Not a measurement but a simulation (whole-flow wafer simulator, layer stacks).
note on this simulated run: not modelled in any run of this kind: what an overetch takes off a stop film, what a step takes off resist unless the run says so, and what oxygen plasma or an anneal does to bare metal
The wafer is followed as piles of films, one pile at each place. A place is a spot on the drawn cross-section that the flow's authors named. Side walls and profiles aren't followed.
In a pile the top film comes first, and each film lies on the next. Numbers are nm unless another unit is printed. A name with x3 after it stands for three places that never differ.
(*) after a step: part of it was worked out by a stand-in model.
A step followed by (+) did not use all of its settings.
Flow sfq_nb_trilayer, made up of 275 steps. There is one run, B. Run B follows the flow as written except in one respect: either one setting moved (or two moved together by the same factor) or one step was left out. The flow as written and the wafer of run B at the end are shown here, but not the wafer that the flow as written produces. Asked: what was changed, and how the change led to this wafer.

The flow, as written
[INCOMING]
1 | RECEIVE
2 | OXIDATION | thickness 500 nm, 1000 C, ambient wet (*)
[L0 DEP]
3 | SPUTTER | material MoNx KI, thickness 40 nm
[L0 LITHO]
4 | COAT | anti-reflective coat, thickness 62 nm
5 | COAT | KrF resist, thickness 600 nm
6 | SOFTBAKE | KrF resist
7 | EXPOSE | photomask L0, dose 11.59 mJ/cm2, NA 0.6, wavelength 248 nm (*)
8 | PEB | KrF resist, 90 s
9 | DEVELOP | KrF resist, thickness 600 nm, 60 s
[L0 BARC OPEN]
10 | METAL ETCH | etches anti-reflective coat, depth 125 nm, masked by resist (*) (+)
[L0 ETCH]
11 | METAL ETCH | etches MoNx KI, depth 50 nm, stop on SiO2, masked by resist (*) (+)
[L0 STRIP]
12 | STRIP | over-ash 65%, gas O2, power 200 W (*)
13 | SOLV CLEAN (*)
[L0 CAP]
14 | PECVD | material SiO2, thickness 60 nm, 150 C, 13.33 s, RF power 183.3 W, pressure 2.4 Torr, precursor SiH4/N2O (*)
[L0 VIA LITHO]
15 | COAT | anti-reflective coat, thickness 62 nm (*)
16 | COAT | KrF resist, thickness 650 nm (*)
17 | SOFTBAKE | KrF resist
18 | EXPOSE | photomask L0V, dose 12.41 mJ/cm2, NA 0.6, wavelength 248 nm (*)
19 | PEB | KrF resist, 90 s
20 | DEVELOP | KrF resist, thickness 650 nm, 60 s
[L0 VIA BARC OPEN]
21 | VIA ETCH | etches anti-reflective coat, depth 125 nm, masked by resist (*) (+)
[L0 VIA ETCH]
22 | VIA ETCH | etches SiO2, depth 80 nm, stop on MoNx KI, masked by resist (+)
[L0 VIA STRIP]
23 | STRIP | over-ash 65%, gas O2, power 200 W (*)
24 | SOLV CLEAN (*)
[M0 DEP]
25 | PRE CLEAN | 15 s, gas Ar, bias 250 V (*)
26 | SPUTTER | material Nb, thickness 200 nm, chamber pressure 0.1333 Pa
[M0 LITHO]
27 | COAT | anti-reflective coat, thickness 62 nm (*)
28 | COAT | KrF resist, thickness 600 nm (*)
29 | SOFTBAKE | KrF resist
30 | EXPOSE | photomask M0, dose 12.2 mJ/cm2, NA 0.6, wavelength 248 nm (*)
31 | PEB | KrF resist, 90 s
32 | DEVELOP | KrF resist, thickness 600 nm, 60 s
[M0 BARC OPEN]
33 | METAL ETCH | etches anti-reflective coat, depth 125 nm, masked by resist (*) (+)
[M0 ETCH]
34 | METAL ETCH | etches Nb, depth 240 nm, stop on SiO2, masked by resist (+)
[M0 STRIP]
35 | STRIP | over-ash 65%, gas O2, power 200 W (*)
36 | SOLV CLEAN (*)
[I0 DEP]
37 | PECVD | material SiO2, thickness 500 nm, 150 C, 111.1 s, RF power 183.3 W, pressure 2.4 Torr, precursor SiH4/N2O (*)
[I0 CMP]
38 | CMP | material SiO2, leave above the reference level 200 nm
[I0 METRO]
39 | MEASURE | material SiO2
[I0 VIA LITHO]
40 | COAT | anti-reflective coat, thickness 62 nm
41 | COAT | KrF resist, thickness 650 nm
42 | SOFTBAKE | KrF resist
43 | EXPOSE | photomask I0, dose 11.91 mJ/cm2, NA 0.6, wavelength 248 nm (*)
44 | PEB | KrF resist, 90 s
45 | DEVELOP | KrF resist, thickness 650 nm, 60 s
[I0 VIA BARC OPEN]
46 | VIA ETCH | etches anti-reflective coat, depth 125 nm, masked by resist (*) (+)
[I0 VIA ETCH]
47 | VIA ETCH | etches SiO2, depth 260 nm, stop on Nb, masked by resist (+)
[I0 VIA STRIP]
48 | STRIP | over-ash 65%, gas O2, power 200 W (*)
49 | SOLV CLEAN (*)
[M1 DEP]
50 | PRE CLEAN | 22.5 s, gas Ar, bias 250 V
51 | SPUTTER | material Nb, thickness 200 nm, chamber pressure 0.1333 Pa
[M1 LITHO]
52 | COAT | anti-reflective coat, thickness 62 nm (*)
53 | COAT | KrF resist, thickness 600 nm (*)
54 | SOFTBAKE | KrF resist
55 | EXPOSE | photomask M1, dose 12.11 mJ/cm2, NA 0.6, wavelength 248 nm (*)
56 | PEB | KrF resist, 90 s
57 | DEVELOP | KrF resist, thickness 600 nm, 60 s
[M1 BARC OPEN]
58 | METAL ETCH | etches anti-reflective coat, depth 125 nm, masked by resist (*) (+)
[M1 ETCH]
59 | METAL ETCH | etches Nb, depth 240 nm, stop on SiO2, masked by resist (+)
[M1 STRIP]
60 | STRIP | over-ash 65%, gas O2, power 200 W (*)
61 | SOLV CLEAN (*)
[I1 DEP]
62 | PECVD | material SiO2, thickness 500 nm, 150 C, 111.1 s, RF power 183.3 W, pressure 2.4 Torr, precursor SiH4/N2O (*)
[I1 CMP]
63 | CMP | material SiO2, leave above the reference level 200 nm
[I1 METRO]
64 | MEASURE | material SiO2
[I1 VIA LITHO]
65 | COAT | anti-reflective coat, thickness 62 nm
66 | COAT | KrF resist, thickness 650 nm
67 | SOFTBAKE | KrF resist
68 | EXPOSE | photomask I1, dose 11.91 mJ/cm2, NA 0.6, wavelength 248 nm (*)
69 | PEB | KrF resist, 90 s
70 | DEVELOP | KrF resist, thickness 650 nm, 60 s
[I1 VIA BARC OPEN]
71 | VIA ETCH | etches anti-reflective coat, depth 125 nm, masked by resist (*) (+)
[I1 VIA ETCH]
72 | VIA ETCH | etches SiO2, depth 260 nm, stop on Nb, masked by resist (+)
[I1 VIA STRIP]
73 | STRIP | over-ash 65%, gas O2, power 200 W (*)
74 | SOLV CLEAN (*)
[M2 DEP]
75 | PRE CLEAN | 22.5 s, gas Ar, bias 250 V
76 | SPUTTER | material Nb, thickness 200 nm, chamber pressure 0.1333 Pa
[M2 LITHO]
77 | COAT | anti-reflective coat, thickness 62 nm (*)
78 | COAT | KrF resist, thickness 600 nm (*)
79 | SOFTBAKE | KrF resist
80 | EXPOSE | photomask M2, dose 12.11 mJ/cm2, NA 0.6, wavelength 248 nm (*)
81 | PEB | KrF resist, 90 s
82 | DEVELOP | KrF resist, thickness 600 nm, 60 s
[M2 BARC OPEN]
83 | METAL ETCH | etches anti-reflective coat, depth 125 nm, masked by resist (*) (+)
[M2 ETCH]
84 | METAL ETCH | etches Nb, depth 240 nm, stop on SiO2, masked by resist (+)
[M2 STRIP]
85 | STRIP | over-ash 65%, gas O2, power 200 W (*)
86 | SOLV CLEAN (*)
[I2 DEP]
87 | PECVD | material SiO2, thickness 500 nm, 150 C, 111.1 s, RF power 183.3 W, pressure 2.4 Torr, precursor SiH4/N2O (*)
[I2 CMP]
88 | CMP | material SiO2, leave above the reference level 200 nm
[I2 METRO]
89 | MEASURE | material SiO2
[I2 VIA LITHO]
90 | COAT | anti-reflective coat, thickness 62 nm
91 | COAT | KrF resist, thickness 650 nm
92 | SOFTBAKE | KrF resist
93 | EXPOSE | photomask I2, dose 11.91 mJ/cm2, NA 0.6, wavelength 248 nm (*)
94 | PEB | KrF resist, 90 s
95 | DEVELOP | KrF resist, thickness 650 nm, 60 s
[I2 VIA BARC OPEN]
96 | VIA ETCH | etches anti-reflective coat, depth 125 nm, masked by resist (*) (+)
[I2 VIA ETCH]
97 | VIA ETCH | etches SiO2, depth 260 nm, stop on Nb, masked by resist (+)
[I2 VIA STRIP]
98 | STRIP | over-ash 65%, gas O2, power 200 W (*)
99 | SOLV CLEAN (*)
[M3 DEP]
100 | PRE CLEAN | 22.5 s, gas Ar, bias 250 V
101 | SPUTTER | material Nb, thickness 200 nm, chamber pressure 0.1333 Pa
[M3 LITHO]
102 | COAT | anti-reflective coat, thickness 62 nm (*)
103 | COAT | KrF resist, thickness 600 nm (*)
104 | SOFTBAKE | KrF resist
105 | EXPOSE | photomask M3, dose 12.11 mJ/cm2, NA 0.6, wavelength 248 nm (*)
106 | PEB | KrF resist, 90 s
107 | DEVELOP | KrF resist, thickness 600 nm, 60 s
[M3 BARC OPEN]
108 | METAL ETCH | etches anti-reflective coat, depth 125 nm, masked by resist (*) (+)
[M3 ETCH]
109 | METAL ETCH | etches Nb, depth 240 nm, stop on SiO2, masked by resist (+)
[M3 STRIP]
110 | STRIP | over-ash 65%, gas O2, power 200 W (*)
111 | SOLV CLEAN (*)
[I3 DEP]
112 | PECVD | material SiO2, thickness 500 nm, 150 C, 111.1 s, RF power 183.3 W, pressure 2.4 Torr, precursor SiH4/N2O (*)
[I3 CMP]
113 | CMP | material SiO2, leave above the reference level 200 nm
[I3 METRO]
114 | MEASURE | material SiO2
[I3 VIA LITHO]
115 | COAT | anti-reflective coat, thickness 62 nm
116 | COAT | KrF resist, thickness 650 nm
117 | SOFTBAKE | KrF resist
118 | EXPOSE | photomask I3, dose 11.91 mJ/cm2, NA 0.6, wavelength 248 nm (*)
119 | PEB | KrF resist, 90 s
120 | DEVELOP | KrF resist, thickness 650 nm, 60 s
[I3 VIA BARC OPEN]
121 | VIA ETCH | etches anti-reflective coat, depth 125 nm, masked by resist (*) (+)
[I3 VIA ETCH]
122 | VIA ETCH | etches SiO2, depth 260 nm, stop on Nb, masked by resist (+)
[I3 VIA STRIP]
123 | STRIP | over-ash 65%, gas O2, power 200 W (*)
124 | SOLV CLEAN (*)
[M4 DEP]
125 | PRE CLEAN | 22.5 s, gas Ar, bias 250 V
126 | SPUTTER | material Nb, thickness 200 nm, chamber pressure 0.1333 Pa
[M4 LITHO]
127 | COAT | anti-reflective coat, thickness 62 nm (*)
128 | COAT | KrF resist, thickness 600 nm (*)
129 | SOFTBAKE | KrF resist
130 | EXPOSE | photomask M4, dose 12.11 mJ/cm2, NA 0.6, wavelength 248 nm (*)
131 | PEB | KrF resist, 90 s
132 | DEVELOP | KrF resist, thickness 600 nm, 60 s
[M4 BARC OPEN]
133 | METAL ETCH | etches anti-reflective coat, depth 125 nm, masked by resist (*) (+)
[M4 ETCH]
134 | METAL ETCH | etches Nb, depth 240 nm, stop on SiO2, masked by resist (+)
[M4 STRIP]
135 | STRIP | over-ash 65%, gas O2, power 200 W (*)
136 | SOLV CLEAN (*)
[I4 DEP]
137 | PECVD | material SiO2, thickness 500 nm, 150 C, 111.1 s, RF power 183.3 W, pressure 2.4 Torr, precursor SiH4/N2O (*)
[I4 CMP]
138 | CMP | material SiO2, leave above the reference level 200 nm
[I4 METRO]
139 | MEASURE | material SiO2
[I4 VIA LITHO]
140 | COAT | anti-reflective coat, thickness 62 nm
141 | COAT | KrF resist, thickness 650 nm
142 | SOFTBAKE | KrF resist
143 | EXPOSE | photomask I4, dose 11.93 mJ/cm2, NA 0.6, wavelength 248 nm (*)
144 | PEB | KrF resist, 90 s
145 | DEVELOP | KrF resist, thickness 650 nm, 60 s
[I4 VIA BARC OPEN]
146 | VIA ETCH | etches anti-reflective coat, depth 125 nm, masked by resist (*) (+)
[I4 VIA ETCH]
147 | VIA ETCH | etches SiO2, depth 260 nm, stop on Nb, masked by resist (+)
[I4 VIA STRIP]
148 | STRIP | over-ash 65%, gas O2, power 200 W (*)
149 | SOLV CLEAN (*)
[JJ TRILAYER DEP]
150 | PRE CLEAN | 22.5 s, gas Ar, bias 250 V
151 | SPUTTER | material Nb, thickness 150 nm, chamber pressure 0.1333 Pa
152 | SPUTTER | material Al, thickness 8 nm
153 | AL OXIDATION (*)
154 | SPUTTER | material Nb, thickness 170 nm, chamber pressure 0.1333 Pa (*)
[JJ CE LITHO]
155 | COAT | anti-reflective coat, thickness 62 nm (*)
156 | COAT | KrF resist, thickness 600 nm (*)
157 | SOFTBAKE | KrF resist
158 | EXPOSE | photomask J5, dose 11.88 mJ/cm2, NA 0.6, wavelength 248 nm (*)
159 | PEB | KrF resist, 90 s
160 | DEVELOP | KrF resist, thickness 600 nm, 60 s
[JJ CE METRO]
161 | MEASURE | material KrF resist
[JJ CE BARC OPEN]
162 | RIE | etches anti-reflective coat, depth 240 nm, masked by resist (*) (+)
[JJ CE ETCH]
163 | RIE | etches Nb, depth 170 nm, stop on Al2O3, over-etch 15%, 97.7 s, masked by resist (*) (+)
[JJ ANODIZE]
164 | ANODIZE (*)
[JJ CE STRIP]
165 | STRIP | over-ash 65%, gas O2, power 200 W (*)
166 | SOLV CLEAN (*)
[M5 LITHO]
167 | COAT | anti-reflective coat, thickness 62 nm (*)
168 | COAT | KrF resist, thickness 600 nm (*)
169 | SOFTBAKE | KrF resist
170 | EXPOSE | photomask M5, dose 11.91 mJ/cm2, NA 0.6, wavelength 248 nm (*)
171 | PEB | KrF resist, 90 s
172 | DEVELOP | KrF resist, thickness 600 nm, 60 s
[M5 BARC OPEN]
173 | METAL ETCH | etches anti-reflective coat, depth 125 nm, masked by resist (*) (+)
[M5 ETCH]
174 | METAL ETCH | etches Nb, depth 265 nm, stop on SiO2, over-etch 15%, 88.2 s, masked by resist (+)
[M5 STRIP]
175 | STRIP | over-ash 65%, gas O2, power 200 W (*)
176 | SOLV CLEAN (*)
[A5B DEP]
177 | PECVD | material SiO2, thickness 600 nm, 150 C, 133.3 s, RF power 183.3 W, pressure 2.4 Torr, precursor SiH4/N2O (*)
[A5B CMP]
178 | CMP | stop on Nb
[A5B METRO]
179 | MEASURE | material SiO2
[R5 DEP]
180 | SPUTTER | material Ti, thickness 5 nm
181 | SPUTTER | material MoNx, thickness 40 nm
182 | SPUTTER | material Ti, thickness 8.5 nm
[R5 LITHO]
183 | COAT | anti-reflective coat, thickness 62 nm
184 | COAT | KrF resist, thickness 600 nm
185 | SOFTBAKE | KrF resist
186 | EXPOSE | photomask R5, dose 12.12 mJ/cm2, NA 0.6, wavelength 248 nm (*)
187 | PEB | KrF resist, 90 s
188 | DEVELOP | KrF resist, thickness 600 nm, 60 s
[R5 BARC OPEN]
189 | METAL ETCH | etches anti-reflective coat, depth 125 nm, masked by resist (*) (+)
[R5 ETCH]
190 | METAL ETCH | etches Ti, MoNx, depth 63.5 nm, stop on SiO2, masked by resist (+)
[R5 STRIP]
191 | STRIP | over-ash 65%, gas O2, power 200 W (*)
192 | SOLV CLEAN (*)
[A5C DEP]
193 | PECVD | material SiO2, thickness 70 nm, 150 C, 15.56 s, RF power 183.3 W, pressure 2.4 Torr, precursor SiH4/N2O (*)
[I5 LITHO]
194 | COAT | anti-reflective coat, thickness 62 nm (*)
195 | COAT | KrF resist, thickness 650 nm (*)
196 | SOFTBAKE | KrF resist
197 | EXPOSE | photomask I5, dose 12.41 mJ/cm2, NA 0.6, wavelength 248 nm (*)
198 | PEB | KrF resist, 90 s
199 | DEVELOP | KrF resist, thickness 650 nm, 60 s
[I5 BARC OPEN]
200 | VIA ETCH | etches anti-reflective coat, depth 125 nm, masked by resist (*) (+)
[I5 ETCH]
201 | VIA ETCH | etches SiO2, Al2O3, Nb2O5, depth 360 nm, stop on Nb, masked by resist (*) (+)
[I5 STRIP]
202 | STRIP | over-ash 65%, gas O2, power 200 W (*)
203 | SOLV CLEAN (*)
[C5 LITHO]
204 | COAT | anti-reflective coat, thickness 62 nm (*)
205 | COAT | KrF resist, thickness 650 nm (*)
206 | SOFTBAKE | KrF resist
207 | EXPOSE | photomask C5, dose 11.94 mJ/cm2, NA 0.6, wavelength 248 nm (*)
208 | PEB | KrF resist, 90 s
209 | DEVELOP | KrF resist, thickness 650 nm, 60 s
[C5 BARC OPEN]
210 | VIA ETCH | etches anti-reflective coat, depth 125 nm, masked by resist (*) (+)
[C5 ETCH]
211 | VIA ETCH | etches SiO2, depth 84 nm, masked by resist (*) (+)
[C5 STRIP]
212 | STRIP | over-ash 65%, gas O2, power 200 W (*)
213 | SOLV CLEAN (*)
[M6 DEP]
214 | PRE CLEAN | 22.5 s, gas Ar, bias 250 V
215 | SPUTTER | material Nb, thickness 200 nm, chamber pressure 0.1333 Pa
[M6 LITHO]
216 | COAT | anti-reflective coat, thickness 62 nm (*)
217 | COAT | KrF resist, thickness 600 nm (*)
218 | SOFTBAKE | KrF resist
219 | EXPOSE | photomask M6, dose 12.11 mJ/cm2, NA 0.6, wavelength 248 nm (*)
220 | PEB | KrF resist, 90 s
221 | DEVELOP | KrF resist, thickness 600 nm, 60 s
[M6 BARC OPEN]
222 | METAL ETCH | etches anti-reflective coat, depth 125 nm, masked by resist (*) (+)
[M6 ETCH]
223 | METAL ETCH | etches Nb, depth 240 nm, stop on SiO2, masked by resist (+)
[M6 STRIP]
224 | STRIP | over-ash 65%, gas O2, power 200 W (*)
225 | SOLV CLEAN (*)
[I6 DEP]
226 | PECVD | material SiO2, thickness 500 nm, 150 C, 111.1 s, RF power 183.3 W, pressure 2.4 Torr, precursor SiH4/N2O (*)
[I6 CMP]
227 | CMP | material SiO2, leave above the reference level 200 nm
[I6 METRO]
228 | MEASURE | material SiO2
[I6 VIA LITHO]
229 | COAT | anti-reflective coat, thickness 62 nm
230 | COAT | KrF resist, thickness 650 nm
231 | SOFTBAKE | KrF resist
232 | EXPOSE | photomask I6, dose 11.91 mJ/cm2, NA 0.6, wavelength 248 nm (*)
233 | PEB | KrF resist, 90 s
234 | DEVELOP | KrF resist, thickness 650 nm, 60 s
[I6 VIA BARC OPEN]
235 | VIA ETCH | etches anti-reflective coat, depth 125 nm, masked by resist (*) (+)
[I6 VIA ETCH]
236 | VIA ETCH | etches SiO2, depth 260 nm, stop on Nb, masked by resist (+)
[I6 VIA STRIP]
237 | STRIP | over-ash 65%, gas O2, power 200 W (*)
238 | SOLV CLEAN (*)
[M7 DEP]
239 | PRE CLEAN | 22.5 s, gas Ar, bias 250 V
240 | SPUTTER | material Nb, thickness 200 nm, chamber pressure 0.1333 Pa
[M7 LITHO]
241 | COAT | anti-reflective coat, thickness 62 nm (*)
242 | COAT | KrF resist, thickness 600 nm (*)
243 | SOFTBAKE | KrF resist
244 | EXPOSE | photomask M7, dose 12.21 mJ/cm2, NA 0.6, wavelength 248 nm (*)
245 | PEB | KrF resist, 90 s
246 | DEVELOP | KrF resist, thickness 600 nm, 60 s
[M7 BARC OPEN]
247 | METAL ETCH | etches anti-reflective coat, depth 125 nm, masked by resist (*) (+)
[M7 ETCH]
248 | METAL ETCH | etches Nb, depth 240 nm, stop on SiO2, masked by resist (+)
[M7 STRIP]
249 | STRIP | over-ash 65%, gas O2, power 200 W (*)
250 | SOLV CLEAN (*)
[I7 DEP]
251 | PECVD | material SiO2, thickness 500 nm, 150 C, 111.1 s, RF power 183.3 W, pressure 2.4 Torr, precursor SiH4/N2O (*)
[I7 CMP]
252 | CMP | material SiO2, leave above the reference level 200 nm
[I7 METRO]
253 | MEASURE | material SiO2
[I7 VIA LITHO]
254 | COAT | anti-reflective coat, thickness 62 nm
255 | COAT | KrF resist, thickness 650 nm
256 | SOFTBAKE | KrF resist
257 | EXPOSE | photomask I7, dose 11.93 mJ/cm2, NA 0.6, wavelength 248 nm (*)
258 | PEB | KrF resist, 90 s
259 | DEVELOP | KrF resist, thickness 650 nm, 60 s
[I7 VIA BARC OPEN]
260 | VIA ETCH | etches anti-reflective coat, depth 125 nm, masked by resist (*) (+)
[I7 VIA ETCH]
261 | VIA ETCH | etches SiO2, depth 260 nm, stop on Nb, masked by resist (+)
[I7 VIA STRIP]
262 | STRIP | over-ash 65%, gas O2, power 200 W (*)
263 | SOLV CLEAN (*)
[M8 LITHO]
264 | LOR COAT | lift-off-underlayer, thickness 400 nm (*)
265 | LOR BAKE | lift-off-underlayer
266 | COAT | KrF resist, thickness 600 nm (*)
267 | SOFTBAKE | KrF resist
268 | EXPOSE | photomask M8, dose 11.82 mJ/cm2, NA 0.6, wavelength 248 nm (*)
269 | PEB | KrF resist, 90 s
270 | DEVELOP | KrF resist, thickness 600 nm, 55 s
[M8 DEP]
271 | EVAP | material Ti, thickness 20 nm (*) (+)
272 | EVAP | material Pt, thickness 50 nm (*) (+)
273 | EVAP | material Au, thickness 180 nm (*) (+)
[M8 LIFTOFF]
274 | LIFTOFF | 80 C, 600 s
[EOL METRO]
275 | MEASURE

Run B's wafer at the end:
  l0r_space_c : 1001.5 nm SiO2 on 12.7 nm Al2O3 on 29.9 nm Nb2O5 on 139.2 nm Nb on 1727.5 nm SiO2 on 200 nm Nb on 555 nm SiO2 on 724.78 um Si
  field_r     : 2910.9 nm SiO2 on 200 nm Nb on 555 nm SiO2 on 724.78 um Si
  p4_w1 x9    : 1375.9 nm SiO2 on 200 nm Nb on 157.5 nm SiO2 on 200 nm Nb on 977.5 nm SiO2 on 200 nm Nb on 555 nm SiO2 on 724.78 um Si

What caused this: step 113, CMP: leave above the reference level 165 nm was run, though the flow has leave above the reference level 200 nm.

How this came from the change, step by step:
  113 | CMP | material SiO2, leave above the reference level 200 nm
      field_l, be, be_sur and 64 more: -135 SiO2 (as written it would have been: -100 SiO2)
      v_sur, via_wl, via_wr and 27 more: -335 SiO2 (as written it would have been: -300 SiO2)
      (and at 9 other places as well)
  122 | VIA ETCH | etches SiO2, depth 260 nm, stop on Nb, masked by resist (+)
      field_l, v_sur, via_wl and 102 more: -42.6 KrF resist (as written it would have been: -44.8 KrF resist)
      via_v: -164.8 SiO2 (all of it) (as written it would have been: -199.8 SiO2 (all of it))
  126 | SPUTTER | material Nb, thickness 200 nm, chamber pressure 0.1333 Pa
      via_v: +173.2 Nb (as written it would have been: +165.5 Nb)
  127 | COAT | anti-reflective coat, thickness 62 nm (*)
      via_v: +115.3 anti-reflective coat (new film) (as written it would have been: +124.8 anti-reflective coat (new film))
  128 | COAT | KrF resist, thickness 600 nm (*)
      via_v: +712 KrF resist (new film) (as written it would have been: +739.8 KrF resist (new film))
  135 | STRIP | over-ash 65%, gas O2, power 200 W (*)
      via_v: -494.1 KrF resist (all of it), -115.3 anti-reflective coat (all of it) (as written it would have been: -521.8 KrF resist (all of it), -124.8 anti-reflective coat (all of it))
  137 | PECVD | material SiO2, thickness 500 nm, 150 C, 111.1 s, RF power 183.3 W, pressure 2.4 Torr, precursor SiH4/N2O (*)
      via_v: +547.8 SiO2 (new film) (as written it would have been: +615 SiO2 (new film))
  138 | CMP | material SiO2, leave above the reference level 200 nm
      via_v: -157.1 SiO2 (as written it would have been: -181.6 SiO2)
